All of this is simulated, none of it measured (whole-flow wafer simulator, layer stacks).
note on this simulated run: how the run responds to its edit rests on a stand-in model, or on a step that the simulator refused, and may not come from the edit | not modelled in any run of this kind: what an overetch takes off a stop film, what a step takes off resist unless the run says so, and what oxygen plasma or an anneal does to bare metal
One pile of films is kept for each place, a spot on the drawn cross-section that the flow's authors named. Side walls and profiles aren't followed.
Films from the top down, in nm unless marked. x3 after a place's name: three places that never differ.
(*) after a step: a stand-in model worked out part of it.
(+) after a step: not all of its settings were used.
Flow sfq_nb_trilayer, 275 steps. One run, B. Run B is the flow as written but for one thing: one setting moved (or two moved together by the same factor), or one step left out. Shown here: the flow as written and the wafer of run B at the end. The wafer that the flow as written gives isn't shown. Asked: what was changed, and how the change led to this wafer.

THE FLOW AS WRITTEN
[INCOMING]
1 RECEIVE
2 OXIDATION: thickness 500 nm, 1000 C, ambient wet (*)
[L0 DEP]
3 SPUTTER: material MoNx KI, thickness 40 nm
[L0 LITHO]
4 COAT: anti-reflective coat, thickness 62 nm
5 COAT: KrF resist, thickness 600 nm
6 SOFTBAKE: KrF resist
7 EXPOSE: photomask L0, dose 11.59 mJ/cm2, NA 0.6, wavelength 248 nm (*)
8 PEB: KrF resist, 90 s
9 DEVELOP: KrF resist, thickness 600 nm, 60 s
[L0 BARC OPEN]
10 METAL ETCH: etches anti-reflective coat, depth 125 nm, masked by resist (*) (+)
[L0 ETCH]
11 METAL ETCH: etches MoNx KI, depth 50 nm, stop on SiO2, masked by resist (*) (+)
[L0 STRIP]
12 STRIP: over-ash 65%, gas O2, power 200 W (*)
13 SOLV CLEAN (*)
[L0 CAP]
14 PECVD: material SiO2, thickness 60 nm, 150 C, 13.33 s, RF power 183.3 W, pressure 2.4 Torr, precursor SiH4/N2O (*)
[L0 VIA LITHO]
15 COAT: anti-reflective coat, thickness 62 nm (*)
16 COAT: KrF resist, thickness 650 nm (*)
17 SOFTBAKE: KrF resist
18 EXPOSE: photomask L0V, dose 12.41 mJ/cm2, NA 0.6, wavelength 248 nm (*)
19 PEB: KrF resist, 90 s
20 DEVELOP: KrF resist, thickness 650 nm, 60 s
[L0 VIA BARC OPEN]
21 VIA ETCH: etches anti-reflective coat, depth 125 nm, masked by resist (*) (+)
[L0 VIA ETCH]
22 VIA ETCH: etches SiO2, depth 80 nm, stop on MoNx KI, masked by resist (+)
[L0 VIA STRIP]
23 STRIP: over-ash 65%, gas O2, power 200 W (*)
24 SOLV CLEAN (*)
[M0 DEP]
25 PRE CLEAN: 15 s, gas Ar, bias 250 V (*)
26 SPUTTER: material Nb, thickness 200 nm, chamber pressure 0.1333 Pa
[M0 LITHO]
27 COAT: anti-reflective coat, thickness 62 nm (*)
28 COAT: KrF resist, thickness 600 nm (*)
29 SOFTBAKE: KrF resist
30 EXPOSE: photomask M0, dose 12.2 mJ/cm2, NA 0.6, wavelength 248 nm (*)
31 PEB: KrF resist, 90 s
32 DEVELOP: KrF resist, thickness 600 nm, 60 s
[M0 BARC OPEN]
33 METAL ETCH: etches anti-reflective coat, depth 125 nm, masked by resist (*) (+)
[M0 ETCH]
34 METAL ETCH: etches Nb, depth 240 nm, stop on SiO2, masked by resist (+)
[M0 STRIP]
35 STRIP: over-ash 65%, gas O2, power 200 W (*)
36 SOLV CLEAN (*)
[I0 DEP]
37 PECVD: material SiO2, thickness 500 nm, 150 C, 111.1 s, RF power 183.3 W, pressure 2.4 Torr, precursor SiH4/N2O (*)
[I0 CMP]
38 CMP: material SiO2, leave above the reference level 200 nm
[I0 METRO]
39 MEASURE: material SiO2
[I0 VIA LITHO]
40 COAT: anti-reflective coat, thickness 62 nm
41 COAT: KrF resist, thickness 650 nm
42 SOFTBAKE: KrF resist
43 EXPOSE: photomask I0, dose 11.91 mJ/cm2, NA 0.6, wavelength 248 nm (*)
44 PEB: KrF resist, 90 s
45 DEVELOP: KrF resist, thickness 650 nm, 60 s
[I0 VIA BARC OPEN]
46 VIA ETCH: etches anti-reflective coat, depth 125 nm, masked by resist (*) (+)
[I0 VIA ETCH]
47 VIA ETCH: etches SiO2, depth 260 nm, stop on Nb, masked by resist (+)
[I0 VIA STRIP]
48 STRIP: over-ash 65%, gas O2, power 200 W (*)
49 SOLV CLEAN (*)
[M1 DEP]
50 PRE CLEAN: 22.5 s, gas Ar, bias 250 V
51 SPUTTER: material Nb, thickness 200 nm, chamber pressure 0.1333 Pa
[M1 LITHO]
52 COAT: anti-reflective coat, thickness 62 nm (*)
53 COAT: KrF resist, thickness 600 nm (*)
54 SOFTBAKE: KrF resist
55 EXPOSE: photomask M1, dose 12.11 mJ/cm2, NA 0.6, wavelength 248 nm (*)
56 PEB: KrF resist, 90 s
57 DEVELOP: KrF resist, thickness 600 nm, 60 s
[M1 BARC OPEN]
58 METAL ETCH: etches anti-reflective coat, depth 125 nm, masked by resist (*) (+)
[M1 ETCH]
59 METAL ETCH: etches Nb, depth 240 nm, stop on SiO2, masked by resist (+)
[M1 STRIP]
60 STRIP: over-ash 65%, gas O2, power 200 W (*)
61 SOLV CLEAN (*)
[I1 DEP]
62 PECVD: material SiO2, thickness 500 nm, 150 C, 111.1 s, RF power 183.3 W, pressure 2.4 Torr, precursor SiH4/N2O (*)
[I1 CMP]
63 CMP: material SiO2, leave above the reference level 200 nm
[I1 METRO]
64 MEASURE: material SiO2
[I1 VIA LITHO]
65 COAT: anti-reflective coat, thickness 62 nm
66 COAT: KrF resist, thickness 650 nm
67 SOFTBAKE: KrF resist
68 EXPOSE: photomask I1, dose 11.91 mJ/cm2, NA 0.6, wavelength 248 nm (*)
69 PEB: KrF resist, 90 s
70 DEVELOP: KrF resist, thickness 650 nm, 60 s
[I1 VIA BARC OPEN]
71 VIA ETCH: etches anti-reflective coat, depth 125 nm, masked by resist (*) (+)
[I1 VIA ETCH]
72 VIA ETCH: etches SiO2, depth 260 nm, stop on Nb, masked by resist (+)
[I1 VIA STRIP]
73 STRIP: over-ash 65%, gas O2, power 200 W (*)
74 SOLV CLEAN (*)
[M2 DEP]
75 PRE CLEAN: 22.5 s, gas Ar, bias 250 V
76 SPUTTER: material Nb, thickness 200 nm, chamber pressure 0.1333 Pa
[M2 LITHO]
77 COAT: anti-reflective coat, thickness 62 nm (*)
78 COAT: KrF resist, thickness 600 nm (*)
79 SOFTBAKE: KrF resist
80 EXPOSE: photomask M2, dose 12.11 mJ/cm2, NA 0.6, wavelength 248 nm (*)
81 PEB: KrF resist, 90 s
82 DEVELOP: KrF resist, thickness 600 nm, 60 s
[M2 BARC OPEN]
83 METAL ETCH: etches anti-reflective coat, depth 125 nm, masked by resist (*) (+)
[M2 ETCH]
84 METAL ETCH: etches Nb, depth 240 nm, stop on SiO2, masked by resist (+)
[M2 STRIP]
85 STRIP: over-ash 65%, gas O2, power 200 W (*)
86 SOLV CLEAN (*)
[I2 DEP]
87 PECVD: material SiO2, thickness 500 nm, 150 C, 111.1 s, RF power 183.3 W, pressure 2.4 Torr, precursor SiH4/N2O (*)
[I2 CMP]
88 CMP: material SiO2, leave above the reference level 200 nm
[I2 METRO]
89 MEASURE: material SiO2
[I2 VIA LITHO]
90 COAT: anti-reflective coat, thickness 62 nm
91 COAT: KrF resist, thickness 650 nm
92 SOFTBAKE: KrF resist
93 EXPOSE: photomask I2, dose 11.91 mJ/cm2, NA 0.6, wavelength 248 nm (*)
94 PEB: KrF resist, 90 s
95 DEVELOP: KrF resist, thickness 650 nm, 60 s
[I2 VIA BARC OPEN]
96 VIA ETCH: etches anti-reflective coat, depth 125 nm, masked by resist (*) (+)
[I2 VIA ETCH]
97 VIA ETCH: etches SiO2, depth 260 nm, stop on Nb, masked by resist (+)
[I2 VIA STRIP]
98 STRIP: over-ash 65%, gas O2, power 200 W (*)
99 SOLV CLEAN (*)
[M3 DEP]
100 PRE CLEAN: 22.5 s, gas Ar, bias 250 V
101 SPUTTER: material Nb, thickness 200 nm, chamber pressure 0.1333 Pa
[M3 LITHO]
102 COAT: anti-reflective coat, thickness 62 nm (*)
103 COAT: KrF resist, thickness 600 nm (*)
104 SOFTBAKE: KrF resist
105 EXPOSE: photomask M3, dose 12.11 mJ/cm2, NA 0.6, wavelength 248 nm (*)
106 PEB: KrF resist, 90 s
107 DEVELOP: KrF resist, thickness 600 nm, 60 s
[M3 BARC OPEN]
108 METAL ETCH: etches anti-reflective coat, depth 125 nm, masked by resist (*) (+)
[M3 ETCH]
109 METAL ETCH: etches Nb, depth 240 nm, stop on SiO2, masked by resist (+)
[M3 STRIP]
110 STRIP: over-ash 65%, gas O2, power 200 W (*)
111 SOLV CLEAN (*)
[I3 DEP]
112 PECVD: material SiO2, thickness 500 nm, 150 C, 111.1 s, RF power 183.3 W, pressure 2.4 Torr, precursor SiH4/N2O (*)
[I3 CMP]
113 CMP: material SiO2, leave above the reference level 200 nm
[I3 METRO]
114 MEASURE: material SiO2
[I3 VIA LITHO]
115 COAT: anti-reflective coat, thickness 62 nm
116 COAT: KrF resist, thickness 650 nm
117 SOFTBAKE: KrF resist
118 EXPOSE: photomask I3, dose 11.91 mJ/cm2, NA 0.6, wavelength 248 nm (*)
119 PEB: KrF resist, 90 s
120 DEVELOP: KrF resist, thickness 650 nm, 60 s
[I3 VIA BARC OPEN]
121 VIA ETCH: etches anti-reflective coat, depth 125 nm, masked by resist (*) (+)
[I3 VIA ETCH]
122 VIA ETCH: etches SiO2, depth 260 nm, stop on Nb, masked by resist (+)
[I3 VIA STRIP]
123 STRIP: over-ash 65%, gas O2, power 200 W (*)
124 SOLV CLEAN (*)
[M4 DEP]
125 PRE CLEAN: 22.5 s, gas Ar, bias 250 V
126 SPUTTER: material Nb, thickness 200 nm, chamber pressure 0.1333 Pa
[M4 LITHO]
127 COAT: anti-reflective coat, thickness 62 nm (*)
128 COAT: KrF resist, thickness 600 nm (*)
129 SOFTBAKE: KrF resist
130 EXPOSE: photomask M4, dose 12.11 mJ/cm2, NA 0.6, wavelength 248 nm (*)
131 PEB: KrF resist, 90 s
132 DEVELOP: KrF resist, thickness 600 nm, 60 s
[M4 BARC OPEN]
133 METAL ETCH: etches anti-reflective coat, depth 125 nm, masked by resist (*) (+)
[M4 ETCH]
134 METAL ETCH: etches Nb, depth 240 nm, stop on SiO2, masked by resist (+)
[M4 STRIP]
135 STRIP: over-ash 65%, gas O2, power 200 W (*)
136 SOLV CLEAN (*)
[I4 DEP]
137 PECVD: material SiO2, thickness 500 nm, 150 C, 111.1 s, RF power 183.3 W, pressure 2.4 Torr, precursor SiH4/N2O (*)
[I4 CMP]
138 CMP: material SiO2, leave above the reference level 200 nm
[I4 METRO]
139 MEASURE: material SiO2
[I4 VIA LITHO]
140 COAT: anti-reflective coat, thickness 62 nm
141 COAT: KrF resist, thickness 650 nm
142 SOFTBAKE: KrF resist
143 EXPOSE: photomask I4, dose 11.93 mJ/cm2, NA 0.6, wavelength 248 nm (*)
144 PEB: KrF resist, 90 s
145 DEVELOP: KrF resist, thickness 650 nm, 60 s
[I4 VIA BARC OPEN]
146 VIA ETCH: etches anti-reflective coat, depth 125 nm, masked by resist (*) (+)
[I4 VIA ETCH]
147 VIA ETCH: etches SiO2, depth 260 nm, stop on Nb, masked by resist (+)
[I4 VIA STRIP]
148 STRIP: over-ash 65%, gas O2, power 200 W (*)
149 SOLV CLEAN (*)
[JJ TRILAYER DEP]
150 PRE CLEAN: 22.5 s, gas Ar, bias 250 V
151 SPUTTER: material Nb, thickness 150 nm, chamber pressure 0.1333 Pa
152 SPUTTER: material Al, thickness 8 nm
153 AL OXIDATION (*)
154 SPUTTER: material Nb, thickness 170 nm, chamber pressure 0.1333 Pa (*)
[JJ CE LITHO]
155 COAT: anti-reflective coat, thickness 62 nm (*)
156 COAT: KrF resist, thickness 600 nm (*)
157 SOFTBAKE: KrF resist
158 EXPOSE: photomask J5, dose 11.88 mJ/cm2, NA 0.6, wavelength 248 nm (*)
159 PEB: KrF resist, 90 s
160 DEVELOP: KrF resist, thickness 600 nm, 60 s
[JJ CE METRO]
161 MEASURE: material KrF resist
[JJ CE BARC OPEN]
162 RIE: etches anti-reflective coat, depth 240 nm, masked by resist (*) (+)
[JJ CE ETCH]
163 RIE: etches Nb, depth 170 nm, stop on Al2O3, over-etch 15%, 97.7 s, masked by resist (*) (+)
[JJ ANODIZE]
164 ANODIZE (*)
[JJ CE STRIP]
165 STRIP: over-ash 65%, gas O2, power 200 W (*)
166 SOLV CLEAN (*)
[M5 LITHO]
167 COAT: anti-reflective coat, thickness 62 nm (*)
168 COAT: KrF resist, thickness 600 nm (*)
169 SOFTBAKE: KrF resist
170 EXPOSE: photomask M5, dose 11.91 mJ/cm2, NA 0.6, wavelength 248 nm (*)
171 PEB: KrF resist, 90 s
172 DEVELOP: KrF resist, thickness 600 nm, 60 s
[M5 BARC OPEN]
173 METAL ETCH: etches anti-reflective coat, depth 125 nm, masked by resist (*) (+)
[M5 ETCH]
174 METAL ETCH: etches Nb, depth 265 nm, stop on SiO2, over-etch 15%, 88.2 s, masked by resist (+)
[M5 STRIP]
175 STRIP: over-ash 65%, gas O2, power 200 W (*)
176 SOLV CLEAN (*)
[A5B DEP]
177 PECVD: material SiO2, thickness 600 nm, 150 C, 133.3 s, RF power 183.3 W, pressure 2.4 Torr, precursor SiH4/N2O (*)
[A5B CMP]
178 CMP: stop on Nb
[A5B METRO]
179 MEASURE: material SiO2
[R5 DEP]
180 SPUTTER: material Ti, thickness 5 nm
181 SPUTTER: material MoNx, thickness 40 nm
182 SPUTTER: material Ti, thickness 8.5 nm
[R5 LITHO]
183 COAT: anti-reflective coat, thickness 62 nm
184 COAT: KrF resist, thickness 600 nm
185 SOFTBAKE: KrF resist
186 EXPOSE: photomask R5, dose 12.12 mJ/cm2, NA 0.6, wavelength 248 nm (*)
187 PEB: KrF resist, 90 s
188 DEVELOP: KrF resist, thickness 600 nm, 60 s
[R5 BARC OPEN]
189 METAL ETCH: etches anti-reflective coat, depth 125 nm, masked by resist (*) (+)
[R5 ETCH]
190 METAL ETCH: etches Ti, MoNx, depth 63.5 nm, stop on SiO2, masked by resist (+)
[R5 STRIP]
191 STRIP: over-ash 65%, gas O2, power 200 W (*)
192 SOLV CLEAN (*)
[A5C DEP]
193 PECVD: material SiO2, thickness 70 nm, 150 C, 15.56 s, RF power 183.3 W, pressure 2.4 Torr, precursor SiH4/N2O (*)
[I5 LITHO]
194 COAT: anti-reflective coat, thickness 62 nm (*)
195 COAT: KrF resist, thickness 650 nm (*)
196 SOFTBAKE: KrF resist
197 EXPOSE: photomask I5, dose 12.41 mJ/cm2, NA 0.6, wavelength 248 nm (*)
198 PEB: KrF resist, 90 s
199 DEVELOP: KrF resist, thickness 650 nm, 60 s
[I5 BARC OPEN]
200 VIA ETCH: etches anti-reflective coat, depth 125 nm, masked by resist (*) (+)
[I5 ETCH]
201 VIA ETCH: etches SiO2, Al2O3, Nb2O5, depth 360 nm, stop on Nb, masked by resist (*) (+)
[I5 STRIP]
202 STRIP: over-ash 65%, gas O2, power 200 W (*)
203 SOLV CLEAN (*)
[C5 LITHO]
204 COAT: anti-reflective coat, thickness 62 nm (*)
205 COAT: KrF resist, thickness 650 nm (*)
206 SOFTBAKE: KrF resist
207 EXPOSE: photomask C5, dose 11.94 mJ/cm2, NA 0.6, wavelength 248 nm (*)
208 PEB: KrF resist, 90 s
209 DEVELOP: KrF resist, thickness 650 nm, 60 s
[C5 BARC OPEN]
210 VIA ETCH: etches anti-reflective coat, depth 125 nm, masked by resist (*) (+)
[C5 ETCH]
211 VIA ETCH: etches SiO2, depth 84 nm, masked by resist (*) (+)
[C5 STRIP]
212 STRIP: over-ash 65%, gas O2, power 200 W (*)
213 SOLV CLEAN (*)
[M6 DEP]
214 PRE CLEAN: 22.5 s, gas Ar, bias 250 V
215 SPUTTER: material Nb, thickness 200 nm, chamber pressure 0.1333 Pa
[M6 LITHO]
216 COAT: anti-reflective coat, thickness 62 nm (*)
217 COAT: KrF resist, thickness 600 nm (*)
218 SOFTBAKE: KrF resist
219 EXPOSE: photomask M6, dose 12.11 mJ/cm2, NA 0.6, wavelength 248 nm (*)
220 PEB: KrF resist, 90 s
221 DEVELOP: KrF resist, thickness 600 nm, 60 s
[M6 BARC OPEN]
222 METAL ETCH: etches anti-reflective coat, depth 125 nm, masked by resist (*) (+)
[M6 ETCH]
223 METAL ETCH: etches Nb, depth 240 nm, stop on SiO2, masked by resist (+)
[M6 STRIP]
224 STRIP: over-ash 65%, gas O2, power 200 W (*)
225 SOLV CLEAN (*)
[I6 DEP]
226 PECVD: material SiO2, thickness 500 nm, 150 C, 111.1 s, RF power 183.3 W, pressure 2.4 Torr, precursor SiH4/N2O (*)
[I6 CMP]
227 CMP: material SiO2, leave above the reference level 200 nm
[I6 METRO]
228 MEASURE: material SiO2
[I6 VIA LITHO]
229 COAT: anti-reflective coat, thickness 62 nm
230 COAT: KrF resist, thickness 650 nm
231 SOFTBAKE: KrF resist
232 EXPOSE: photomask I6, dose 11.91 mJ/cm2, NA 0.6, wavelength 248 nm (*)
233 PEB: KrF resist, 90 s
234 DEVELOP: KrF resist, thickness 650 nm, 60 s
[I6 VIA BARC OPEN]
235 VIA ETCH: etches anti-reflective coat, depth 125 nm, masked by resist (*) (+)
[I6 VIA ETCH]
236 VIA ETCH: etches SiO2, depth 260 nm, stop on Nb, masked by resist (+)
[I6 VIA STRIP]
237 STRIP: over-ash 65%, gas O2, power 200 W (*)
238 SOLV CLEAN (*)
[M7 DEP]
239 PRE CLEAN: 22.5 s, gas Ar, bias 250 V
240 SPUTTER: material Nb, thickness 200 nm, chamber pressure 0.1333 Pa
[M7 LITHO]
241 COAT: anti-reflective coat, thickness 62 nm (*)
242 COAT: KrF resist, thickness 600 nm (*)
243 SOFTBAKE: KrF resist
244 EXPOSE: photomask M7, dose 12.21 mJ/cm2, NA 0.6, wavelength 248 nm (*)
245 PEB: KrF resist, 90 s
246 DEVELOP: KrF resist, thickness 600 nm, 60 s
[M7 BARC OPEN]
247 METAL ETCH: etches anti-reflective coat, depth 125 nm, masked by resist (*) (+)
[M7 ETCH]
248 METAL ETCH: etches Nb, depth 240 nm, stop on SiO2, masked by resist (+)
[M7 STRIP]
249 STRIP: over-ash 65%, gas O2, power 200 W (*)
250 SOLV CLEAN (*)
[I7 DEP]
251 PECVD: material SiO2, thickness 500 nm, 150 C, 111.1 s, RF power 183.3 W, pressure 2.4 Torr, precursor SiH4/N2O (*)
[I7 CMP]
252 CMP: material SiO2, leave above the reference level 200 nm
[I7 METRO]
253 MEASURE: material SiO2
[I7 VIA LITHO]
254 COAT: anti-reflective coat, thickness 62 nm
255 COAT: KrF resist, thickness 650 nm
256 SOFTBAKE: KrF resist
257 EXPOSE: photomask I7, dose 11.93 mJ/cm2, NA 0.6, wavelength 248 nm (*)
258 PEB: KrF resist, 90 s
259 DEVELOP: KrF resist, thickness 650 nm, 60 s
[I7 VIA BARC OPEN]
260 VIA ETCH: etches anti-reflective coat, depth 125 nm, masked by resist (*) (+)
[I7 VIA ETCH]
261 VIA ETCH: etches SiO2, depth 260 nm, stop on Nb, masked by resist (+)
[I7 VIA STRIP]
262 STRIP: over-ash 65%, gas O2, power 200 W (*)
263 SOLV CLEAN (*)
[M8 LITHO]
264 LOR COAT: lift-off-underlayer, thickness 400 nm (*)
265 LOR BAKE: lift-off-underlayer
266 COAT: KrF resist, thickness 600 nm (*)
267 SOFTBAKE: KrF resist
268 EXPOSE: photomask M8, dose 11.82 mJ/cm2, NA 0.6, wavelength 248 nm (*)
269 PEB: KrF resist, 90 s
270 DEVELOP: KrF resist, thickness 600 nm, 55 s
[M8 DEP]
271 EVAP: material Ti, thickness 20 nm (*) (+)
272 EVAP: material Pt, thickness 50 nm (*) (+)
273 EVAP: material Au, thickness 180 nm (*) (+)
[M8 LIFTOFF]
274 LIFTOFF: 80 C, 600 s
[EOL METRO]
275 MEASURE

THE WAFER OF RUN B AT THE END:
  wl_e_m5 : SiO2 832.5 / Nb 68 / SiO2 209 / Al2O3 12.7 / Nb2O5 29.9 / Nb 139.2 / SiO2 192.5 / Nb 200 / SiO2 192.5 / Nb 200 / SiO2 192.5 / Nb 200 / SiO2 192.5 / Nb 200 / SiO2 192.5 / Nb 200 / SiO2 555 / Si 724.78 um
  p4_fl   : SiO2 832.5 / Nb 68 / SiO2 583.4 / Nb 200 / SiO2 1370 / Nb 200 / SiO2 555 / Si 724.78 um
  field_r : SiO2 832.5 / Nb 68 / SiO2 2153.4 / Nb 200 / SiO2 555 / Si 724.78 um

The cause: step 215, SPUTTER: thickness 308 nm was run, where the flow has thickness 200 nm.

How the change led to this, step by step:
  215 SPUTTER: material Nb, thickness 200 nm, chamber pressure 0.1333 Pa
      field_l, v_sur, via_wl and 100 more: Nb +308 (new film) (as written it would be: Nb +200 (new film))
      be: Nb +225.1 (as written it would be: Nb +147.3)
      (and at 2 more places)
  216 COAT: anti-reflective coat, thickness 62 nm (*)
      be: anti-reflective coat +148 (new film) (as written it would be: anti-reflective coat +136.7 (new film))
      be_sur: anti-reflective coat +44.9 (new film) (as written it would be: anti-reflective coat +43.8 (new film))
      (and at 1 more place)
  217 COAT: KrF resist, thickness 600 nm (*)
      be: KrF resist +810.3 (new film) (as written it would be: KrF resist +793.9 (new film))
  223 METAL ETCH: etches Nb, depth 240 nm, stop on SiO2, masked by resist (+)
      field_l, gap, moat and 76 more: Nb -240 (as written it would be: Nb -200 (all of it))
  224 STRIP: over-ash 65%, gas O2, power 200 W (*)
      be: KrF resist -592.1 (all of it), anti-reflective coat -148 (all of it) (as written it would be: KrF resist -575.8 (all of it), anti-reflective coat -136.7 (all of it))
      be_sur: KrF resist -368.5 (all of it), anti-reflective coat -44.9 (all of it) (as written it would be: KrF resist -371.2 (all of it), anti-reflective coat -43.8 (all of it))
      (and at 1 more place)
  226 PECVD: material SiO2, thickness 500 nm, 150 C, 111.1 s, RF power 183.3 W, pressure 2.4 Torr, precursor SiH4/N2O (*)
      field_l, p4_fl, p4_fm and 62 more: SiO2 +500 (new film) (as written it would be: SiO2 +500)
      moat, field_r, lsp_l, ln_m5, lsp_m: SiO2 +492.3 (new film) (as written it would be: SiO2 +493.6)
      (and at 10 more places)
  227 CMP: material SiO2, leave above the reference level 200 nm
      field_l, p4_fl, p4_fm and 59 more: SiO2 -60 (as written it would be: SiO2 -100)
      moat, field_r, lsp_l, ln_m5, lsp_m: SiO2 -52.3 (as written it would be: SiO2 -93.6)
      (and at 9 more places)
Counting metal films that touch as one body, wl_e_m5 has 7 bodies (between them, from the top down: SiO2 209 / Al2O3 12.7 / Nb2O5 29.9; SiO2 192.5; SiO2 192.5; SiO2 192.5; SiO2 192.5; SiO2 192.5); the flow as written gives 6 bodies (between them, from the top down: SiO2 192.5; SiO2 192.5; SiO2 192.5; SiO2 192.5; SiO2 192.5).
Counting metal films that touch as one body, p4_fl has 3 bodies (between them, from the top down: SiO2 583.4; SiO2 1370); the flow as written gives 2 bodies (between them, from the top down: SiO2 1370).
Counting metal films that touch as one body, field_r has 2 bodies (between them, from the top down: SiO2 2153.4); the flow as written gives 1 body.
